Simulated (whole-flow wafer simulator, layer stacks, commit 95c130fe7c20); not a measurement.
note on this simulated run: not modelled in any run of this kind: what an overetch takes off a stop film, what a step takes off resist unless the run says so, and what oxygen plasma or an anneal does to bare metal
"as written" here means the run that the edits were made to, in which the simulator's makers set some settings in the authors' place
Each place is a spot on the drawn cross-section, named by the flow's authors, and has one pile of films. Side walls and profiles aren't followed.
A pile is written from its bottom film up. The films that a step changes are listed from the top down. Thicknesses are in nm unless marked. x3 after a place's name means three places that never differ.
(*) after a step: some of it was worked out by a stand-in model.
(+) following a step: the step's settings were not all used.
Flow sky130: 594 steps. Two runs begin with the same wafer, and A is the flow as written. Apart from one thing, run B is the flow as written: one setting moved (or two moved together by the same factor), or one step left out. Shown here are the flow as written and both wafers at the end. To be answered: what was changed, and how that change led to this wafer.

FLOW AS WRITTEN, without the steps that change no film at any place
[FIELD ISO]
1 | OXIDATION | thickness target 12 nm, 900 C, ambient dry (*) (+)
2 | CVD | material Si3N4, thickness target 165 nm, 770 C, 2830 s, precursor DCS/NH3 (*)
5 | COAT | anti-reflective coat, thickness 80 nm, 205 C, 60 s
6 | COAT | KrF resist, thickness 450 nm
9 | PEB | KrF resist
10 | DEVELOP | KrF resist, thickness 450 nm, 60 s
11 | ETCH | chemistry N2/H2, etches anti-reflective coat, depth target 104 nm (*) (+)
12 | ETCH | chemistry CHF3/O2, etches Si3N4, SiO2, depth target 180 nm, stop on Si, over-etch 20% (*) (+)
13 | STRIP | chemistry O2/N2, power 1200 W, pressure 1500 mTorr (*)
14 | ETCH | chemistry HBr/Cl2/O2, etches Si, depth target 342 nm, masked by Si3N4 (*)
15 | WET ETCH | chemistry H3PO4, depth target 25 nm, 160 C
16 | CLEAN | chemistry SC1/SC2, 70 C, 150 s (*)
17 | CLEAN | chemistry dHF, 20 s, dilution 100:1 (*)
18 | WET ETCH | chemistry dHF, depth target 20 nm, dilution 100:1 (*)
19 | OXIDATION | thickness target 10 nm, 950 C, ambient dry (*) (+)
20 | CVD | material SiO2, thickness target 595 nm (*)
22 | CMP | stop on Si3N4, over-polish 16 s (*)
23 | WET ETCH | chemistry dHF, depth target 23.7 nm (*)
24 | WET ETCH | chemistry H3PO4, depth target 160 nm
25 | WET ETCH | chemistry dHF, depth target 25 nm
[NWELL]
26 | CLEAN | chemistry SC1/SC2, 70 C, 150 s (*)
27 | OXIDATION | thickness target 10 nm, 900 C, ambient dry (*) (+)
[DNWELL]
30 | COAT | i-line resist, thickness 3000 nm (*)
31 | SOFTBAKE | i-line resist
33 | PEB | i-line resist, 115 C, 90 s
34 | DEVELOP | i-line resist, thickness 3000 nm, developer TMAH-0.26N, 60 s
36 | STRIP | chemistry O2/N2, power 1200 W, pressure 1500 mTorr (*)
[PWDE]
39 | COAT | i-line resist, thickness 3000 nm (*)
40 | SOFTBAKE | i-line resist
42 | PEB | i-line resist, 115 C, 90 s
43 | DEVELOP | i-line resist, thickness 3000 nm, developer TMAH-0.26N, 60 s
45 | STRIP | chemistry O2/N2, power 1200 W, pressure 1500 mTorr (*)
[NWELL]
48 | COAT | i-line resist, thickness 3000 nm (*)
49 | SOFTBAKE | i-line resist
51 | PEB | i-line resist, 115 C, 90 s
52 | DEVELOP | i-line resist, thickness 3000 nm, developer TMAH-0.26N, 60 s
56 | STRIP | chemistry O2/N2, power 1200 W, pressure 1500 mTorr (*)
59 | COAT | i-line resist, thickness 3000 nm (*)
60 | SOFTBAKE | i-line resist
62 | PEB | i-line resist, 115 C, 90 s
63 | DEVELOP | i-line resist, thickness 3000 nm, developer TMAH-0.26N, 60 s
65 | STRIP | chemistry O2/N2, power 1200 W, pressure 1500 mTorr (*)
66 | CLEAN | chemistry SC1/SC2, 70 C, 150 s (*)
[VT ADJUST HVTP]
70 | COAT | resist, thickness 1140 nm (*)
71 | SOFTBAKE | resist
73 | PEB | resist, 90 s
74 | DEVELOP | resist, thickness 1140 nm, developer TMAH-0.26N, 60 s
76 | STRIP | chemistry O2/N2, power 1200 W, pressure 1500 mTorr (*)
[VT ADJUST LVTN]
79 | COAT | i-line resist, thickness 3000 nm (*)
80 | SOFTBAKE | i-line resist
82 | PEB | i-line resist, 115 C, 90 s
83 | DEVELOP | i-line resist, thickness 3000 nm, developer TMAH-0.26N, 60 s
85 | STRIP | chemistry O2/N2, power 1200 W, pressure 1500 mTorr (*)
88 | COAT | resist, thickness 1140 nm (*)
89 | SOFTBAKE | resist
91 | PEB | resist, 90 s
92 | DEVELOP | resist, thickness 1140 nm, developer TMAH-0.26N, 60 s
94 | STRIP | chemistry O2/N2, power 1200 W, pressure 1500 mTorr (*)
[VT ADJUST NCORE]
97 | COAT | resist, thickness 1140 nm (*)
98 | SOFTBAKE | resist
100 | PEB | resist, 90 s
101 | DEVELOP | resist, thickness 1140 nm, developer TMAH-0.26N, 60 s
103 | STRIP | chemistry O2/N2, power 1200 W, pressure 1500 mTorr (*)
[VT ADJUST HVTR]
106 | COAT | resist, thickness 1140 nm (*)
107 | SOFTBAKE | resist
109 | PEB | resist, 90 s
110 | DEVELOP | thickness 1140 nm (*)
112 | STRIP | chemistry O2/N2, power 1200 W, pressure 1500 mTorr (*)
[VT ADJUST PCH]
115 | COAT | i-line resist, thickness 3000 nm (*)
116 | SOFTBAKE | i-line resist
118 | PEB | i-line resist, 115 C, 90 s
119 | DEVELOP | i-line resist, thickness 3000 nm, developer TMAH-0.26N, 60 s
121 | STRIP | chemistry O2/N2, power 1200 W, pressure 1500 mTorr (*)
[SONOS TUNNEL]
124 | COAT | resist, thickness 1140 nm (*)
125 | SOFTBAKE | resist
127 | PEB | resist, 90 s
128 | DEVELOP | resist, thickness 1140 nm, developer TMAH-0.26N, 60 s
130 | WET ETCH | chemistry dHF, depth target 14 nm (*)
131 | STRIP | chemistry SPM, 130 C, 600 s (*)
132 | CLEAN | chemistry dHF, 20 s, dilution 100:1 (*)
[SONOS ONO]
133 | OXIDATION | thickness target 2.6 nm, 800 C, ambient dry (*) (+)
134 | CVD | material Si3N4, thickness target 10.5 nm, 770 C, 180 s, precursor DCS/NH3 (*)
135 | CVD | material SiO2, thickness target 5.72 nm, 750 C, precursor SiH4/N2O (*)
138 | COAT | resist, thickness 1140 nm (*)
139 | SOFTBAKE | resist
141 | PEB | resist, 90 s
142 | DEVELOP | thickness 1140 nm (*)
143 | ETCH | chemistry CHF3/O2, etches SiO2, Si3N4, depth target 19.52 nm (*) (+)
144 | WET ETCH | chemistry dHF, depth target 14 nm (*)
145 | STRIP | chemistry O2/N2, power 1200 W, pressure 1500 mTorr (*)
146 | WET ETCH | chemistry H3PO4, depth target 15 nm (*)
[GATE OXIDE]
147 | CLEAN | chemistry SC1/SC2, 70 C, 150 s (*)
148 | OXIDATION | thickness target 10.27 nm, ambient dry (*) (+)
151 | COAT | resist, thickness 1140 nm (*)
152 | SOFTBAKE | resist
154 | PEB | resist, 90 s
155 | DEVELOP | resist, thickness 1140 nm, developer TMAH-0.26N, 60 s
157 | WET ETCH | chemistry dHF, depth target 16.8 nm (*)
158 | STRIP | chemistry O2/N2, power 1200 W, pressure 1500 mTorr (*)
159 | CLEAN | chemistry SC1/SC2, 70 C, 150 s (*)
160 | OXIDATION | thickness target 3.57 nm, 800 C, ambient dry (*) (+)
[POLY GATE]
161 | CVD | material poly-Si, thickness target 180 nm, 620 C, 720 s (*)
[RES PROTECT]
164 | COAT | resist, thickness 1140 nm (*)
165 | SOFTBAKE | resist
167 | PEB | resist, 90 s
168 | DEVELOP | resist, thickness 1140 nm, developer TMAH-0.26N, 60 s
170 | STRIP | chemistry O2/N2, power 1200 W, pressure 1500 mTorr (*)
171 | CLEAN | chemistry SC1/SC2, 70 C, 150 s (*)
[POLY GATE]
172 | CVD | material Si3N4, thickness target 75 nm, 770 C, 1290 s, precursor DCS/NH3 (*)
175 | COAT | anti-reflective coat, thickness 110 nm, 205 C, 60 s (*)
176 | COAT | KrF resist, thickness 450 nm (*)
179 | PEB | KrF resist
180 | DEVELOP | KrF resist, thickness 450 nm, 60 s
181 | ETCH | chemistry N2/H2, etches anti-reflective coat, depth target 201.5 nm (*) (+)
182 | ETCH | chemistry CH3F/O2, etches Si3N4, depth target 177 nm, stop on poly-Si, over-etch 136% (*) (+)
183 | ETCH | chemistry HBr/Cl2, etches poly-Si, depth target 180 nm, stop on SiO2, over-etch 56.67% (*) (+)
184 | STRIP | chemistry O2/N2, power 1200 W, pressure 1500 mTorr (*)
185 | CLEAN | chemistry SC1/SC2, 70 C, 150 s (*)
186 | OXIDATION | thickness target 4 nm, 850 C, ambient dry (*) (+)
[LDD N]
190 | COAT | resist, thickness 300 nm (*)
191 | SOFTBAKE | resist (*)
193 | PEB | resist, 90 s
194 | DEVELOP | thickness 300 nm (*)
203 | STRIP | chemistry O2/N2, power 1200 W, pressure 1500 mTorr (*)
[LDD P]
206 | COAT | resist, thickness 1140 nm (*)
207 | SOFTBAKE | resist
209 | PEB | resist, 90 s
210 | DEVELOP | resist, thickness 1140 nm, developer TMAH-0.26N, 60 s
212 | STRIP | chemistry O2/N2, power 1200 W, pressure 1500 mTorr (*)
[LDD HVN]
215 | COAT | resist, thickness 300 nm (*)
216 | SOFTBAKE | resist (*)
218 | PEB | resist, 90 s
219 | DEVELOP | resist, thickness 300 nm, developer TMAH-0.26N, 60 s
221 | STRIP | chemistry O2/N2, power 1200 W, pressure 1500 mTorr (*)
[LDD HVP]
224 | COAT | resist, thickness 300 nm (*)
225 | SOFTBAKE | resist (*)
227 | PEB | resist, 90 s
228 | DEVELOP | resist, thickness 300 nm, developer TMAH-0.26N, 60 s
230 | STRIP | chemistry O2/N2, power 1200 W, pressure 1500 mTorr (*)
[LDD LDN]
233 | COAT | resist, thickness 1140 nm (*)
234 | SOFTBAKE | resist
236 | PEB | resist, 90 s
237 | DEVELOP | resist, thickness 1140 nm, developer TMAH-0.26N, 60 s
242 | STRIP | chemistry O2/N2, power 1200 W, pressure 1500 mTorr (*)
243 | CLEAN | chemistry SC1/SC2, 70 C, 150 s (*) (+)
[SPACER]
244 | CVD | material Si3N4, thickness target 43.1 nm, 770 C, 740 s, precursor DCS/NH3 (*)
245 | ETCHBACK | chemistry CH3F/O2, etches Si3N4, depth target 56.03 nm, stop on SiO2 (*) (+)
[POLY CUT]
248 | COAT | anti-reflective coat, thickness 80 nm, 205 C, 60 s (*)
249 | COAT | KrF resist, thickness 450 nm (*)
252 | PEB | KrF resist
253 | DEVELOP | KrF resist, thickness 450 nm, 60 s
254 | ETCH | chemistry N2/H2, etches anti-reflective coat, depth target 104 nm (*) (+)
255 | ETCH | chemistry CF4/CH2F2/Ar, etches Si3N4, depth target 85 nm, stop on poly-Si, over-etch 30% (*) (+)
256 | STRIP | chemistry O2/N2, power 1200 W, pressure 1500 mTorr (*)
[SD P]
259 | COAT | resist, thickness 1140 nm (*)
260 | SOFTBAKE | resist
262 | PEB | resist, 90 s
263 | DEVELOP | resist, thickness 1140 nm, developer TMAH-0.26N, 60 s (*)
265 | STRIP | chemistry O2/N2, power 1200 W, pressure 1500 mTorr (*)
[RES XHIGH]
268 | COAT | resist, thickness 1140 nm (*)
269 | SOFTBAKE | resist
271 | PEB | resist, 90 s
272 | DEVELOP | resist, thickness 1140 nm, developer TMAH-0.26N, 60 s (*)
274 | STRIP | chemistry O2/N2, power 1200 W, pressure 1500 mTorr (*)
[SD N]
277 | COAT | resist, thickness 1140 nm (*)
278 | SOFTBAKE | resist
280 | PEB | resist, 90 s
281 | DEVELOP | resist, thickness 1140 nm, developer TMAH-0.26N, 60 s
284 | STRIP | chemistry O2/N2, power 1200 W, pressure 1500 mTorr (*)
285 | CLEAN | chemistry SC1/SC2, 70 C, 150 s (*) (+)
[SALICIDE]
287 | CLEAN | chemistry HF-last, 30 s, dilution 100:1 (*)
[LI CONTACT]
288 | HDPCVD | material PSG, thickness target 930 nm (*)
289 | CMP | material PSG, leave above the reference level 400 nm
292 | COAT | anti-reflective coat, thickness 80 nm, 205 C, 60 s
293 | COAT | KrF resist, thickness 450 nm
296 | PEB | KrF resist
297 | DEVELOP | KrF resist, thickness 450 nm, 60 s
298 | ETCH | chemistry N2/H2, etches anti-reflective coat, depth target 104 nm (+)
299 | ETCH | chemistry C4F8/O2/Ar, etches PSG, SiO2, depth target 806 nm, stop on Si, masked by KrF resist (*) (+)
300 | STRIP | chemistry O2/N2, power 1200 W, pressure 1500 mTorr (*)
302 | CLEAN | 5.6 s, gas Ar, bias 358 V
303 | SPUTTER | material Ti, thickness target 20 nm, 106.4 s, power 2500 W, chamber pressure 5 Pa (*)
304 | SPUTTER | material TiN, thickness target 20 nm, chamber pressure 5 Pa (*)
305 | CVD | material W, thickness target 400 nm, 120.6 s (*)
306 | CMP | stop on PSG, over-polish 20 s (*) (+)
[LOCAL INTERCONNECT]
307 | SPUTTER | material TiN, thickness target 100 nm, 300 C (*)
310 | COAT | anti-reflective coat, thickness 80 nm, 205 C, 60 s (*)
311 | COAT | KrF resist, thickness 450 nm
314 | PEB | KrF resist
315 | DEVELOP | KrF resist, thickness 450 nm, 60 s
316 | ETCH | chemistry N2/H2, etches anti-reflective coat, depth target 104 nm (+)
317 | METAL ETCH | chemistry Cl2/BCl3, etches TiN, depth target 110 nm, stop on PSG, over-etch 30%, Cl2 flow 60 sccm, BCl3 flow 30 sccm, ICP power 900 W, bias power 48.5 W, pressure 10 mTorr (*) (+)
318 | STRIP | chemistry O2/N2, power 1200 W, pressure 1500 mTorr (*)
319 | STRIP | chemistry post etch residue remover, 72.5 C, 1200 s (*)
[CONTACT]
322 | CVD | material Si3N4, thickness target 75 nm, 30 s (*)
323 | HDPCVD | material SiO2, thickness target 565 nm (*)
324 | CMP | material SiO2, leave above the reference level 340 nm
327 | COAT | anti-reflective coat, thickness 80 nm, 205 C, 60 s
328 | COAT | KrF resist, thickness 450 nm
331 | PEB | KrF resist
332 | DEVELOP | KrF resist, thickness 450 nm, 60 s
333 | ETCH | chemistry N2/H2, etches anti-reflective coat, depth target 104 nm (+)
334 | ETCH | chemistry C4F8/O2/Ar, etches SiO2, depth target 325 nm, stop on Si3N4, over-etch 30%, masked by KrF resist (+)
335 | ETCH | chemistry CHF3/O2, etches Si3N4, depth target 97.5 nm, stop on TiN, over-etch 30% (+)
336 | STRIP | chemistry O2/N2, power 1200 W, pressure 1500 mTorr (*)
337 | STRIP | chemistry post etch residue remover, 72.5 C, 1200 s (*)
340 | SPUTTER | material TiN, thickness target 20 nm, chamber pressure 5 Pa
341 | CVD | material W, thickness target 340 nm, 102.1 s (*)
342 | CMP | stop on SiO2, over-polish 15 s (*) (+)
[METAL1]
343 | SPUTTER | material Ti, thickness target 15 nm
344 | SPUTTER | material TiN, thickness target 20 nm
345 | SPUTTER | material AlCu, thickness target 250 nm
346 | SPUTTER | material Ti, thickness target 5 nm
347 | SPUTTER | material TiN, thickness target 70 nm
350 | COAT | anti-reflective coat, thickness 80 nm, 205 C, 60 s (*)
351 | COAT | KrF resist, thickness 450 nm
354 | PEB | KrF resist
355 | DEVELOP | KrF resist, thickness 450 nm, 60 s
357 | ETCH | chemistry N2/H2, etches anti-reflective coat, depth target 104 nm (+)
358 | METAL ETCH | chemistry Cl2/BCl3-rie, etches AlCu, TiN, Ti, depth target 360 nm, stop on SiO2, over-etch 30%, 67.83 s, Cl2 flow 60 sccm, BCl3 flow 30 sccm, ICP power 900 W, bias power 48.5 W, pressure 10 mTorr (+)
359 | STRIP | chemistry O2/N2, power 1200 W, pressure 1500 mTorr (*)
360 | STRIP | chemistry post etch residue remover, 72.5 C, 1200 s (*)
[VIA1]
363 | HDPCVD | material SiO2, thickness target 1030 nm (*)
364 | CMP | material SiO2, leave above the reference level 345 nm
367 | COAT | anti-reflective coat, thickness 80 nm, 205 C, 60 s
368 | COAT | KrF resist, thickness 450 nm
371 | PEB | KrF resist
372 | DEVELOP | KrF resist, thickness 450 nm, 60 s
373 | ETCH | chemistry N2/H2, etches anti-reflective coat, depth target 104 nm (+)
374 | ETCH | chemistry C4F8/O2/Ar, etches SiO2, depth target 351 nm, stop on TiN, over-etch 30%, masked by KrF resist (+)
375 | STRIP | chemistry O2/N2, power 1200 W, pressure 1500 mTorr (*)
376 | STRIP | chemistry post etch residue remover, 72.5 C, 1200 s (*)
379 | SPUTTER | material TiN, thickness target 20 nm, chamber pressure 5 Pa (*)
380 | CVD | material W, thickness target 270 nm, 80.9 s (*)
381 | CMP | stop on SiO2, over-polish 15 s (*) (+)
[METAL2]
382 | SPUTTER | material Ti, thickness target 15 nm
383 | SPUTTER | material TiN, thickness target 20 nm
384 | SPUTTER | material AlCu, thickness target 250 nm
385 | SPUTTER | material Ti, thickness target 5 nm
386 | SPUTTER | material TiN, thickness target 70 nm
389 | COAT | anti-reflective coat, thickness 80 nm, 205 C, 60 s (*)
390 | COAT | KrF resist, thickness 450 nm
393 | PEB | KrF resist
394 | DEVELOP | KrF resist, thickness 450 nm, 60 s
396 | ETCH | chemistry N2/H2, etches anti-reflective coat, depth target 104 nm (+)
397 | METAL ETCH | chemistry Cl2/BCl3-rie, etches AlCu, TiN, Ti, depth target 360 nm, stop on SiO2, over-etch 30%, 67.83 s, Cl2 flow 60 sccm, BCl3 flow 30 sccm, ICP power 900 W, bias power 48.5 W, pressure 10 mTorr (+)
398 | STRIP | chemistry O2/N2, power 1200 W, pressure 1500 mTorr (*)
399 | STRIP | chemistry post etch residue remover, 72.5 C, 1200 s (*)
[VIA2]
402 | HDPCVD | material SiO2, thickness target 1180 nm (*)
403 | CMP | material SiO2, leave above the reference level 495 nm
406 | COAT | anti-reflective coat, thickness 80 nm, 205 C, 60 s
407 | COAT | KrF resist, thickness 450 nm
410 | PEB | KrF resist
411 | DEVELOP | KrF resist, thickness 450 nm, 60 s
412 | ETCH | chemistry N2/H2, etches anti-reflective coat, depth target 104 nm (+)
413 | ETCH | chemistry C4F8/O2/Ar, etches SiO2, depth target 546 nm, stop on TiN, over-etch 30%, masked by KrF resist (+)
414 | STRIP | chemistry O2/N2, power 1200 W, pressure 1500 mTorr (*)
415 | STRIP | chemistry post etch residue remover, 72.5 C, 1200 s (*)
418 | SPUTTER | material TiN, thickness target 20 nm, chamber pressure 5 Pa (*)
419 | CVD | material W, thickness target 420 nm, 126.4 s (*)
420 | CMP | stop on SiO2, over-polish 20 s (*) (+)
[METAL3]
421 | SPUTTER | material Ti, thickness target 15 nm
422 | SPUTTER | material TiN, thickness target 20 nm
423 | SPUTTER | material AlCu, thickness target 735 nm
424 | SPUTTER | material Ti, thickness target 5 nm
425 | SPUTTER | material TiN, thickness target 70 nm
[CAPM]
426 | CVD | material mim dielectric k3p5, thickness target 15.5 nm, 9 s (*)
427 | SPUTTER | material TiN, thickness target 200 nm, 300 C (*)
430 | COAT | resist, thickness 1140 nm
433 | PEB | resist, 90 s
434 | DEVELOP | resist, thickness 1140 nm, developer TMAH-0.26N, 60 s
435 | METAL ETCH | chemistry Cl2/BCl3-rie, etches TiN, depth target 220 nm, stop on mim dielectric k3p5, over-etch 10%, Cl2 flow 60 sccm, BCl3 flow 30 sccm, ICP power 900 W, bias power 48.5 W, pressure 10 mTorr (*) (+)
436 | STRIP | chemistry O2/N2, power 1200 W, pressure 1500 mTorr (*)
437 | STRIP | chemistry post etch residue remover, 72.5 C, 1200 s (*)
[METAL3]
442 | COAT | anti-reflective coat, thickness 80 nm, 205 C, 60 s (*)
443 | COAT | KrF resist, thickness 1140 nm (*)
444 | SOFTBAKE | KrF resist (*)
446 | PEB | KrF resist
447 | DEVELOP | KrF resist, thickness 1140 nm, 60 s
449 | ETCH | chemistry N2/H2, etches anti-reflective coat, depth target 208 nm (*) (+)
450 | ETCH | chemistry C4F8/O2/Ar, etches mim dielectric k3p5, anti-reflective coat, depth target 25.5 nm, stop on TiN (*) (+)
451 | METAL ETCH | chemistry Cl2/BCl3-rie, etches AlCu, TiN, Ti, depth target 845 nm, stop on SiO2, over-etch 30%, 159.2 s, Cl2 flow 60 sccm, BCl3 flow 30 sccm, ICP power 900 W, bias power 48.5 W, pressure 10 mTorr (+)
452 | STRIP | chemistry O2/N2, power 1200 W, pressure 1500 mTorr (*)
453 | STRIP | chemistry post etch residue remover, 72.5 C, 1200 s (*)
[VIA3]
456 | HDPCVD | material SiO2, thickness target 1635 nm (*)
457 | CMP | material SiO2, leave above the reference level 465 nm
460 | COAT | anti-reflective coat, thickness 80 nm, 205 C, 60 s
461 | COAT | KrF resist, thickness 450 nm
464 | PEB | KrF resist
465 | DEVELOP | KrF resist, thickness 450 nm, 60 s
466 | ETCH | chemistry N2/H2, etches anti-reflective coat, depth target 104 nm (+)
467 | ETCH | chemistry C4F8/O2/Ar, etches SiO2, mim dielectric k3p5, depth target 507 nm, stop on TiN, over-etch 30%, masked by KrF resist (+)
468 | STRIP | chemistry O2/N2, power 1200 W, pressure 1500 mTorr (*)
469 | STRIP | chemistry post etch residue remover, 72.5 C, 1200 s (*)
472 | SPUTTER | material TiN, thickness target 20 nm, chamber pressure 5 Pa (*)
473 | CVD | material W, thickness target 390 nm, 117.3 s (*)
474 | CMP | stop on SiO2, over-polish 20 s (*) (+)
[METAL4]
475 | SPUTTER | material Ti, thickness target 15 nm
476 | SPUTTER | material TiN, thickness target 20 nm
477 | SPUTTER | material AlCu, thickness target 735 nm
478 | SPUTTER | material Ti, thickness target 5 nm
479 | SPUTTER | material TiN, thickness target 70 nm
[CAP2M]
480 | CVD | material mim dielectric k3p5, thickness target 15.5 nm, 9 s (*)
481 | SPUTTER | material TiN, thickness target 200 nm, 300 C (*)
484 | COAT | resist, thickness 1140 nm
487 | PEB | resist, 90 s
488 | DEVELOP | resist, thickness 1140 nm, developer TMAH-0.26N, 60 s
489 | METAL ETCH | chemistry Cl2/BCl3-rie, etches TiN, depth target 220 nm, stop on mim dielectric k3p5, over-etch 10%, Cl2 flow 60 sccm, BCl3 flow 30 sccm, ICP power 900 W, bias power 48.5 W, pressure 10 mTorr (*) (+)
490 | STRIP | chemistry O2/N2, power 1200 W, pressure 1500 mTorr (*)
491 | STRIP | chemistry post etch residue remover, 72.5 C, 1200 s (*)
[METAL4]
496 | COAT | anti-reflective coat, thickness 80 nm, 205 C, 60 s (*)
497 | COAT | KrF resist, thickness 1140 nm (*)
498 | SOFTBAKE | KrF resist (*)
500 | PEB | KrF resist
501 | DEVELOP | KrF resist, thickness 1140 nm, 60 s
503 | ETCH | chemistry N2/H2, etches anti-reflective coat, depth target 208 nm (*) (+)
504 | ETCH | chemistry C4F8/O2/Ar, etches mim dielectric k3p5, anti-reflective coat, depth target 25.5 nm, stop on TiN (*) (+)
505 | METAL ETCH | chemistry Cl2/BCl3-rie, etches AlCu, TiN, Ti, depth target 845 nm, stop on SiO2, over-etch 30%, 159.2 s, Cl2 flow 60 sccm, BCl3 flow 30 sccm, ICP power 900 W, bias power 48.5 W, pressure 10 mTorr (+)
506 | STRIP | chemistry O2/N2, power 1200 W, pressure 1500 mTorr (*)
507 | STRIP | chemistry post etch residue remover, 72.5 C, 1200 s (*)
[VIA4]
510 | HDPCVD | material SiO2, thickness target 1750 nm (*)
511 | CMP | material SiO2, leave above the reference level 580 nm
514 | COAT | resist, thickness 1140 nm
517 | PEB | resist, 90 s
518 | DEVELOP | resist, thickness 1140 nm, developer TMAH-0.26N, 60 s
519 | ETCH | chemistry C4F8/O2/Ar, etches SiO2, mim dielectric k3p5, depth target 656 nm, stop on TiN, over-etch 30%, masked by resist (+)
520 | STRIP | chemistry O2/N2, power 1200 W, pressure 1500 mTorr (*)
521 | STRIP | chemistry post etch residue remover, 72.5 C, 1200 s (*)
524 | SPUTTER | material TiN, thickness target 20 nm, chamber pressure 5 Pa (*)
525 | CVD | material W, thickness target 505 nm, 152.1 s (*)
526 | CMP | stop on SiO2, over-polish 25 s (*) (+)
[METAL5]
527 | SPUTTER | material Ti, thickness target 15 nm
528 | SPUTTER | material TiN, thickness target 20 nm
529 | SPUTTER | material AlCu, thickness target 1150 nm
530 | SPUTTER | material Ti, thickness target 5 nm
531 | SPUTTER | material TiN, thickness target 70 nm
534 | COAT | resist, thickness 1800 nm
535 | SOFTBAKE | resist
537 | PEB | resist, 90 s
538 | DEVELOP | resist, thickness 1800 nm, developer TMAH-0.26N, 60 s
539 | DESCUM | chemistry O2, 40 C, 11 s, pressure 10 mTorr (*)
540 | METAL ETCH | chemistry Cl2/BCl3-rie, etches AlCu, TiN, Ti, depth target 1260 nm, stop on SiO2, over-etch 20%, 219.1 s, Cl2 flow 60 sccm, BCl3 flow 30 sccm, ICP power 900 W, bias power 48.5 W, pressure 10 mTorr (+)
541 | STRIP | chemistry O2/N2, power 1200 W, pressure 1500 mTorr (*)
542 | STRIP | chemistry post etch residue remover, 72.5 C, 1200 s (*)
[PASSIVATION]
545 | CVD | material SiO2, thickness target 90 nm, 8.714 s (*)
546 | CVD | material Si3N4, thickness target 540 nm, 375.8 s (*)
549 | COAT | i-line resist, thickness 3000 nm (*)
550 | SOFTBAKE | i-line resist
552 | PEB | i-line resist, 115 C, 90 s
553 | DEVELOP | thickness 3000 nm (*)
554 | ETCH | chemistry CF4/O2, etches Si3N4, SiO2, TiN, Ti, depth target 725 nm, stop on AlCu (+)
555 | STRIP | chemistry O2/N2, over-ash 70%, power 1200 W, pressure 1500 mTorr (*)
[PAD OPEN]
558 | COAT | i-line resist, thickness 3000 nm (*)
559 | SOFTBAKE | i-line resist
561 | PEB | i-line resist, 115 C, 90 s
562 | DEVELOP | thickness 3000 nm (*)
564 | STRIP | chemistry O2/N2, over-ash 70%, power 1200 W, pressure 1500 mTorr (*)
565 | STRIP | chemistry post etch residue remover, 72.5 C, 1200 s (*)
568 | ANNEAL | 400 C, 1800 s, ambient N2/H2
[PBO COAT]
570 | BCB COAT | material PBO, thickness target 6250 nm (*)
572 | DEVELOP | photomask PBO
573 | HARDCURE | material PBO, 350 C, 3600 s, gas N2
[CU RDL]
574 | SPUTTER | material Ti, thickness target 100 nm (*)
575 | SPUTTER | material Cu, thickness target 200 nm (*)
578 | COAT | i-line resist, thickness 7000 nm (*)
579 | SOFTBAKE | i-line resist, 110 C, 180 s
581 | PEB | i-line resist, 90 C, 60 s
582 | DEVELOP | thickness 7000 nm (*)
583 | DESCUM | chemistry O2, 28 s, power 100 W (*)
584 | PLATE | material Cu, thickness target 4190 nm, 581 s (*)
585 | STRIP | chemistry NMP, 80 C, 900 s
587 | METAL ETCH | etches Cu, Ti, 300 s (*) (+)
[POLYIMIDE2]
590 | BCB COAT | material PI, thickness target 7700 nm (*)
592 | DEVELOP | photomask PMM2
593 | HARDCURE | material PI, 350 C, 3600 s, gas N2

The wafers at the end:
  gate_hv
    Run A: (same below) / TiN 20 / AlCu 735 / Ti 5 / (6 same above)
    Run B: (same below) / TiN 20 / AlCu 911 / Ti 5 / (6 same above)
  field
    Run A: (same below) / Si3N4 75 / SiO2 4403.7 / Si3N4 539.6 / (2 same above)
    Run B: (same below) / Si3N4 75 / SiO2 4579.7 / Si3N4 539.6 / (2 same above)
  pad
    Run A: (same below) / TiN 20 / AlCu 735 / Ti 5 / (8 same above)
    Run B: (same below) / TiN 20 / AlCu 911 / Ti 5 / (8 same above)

What caused this: step 477, SPUTTER: thickness target 911 nm was run, whereas the flow has thickness target 735 nm.
One can read it off the wafer: gate_hv has AlCu 911, and step 477 as written asks for 735 nm.

Step by step, how the change led to this:
  477 | SPUTTER | material AlCu, thickness target 735 nm
      field, active, n_well and 189 more: A AlCu gains 735 (new film) | B AlCu gains 911 (new film)
  505 | METAL ETCH | chemistry Cl2/BCl3-rie, etches AlCu, TiN, Ti, depth target 845 nm, stop on SiO2, over-etch 30%, 159.2 s, Cl2 flow 60 sccm, BCl3 flow 30 sccm, ICP power 900 W, bias power 48.5 W, pressure 10 mTorr (+)
      field, active, gate and 70 more: A TiN loses 70 (all of it), Ti loses 5 (all of it), AlCu loses 735 (all of it), TiN loses 20 (all of it), Ti loses 15 (all of it), SiO2 loses 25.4 | B TiN loses 70 (all of it), Ti loses 5 (all of it), AlCu loses 911 (all of it), TiN loses 20 (all of it), Ti loses 15 (all of it), SiO2 loses 7.75
      vpp_iso1, mim_edge_plate, m1_ln and 12 more: A TiN loses 70 (all of it), Ti loses 5 (all of it), AlCu loses 735 (all of it), TiN loses 20 (all of it), Ti loses 15 (all of it), SiO2 loses 25.3 | B TiN loses 70 (all of it), Ti loses 5 (all of it), AlCu loses 911 (all of it), TiN loses 20 (all of it), Ti loses 15 (all of it), SiO2 loses 7.75
  511 | CMP | material SiO2, leave above the reference level 580 nm
      field, active, gate and 76 more: A SiO2 loses 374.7 | B SiO2 loses 216.2
      vpp_l1ln, rpo_hd, rpm_encl, rpm_encl_psd, iso_guard_nsd_tip: A SiO2 loses 374.6 | B SiO2 loses 216.2
      (also at 4 further places)
